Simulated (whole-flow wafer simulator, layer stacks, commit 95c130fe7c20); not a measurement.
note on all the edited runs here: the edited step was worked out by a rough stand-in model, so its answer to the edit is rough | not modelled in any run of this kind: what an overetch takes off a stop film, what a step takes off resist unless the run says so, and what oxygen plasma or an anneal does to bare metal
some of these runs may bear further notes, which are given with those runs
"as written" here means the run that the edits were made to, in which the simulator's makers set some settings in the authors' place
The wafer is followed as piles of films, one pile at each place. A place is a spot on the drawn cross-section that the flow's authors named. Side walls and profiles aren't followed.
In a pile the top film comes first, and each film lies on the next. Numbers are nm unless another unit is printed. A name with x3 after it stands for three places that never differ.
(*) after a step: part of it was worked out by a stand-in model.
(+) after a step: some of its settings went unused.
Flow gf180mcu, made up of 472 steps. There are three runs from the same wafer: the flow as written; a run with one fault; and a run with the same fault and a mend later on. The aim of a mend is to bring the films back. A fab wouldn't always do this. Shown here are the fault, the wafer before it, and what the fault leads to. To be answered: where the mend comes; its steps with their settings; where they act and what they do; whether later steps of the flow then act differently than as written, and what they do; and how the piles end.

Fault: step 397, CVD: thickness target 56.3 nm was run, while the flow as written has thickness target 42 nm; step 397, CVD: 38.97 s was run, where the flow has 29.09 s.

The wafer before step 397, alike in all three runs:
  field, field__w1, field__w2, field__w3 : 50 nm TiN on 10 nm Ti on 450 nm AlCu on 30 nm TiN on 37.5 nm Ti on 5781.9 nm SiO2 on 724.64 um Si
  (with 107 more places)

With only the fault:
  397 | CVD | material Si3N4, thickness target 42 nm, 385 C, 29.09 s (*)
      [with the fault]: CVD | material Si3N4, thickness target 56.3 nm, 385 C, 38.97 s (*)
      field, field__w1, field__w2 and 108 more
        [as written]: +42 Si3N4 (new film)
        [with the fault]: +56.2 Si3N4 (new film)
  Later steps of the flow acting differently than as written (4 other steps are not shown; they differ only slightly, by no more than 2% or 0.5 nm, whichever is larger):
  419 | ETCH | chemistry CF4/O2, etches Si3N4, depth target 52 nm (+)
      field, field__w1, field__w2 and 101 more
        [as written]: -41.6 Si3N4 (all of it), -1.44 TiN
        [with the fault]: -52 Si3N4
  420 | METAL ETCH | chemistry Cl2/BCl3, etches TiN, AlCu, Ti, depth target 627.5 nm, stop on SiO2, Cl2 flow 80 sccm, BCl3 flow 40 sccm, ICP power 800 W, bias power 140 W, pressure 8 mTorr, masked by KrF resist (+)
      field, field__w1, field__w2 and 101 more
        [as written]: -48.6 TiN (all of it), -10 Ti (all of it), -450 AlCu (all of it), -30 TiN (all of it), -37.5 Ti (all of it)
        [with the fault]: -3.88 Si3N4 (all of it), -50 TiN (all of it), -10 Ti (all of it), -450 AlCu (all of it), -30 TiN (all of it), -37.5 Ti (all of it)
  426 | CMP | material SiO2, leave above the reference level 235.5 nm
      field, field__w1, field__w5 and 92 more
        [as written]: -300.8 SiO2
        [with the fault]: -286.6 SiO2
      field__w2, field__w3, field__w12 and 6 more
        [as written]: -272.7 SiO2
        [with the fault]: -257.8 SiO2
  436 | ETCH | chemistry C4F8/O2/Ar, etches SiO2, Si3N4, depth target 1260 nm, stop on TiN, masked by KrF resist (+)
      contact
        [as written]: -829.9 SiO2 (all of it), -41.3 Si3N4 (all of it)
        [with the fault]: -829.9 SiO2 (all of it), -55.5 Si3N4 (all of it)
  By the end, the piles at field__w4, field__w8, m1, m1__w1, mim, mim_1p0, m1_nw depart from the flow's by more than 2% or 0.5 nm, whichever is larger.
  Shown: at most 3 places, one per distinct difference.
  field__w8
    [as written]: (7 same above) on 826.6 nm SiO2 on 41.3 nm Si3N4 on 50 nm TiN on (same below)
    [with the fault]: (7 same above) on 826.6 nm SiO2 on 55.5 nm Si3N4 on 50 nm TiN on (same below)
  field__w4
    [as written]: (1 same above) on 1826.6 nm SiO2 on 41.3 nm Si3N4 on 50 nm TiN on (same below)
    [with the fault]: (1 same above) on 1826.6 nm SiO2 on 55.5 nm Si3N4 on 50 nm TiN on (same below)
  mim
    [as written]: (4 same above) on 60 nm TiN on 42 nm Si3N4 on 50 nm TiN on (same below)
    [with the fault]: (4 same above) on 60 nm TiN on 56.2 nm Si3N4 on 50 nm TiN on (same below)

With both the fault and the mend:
  The mend follows step 397.
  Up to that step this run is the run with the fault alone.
  397a | WET ETCH | chemistry H3PO4, depth target 14.3 nm, 160 C (a further turn of the flow's step 14, with different settings)
      field, field__w1, field__w2 and 108 more
        -14.3 Si3N4
  None of the later steps of the flow differs from how it acts as written, at any place that is followed, by more than 2% or 0.5 nm, whichever is larger.
  The piles end only slightly different from the flow's at the places that both follow, by no more than 2% or 0.5 nm, whichever is larger.
